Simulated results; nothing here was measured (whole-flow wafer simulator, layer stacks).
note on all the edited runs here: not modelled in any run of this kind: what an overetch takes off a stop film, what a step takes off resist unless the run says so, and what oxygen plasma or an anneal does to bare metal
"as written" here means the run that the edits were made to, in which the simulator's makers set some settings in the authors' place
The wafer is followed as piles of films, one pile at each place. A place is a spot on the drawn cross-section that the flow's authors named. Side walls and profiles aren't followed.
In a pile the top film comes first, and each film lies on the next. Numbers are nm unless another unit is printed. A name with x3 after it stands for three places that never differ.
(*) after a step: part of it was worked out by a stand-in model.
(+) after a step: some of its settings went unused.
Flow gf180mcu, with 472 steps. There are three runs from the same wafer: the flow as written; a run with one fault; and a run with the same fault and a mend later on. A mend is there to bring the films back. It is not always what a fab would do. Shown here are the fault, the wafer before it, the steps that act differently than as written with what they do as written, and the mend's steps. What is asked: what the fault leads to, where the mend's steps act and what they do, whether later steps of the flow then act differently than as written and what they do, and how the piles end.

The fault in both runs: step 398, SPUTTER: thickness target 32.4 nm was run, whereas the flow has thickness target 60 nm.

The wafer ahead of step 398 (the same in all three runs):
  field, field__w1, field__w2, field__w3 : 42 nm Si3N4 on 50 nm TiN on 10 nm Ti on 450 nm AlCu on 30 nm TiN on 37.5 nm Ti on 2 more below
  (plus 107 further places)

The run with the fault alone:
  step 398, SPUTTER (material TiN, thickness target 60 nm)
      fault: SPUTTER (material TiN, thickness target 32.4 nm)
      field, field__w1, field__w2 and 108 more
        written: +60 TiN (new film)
        fault: +32.4 TiN (new film)
  Steps later in the flow that act otherwise than as written (5 more steps, not shown, differ only slightly: by at most 2% or 0.5 nm, whichever is larger):
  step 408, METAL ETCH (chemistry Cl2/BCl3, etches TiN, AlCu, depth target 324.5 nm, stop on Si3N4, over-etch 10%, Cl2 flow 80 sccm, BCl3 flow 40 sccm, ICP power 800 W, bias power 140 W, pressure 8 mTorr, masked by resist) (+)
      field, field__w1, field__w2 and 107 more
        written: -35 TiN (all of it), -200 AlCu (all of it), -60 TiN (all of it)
        fault: -35 TiN (all of it), -200 AlCu (all of it), -32.4 TiN (all of it)
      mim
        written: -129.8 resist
        fault: -117.7 resist
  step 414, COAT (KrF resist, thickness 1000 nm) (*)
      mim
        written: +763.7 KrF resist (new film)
        fault: +784.8 KrF resist (new film)
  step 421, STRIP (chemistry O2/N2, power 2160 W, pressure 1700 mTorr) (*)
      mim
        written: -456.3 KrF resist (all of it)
        fault: -477.1 KrF resist (all of it)
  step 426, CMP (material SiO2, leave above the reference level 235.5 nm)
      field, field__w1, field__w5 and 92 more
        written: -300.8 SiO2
        fault: -328.4 SiO2
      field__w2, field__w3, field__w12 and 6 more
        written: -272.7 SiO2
        fault: -300.3 SiO2
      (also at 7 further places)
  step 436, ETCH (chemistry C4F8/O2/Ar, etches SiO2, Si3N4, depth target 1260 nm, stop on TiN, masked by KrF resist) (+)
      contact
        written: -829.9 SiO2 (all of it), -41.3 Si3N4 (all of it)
        fault: -802.3 SiO2 (all of it), -41.3 Si3N4 (all of it)
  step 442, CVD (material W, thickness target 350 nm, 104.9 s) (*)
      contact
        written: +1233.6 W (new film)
        fault: +1205.8 W (new film)
  At field__w8, contact, m1, m1__w1, mim, m1_nw, the piles at the end differ from the flow's by more than 2% or 0.5 nm, whichever is larger.
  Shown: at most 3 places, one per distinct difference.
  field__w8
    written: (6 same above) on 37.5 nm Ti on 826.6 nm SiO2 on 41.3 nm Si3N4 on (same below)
    fault: (6 same above) on 37.5 nm Ti on 799 nm SiO2 on 41.3 nm Si3N4 on (same below)
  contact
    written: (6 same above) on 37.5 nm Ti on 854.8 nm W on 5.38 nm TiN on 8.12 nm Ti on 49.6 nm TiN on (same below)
    fault: (6 same above) on 37.5 nm Ti on 827 nm W on 5.47 nm TiN on 8.25 nm Ti on 49.6 nm TiN on (same below)
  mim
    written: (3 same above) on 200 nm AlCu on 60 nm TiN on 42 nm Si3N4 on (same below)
    fault: (3 same above) on 200 nm AlCu on 32.4 nm TiN on 42 nm Si3N4 on (same below)

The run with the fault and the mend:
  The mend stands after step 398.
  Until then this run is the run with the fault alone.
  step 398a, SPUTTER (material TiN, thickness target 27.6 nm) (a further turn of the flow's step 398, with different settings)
      field, field__w1, field__w2 and 108 more
        +27.6 TiN
  Every later step of the flow that is run acts as written at every place that is followed.
  The piles end the same as the flow's at every place that both follow.
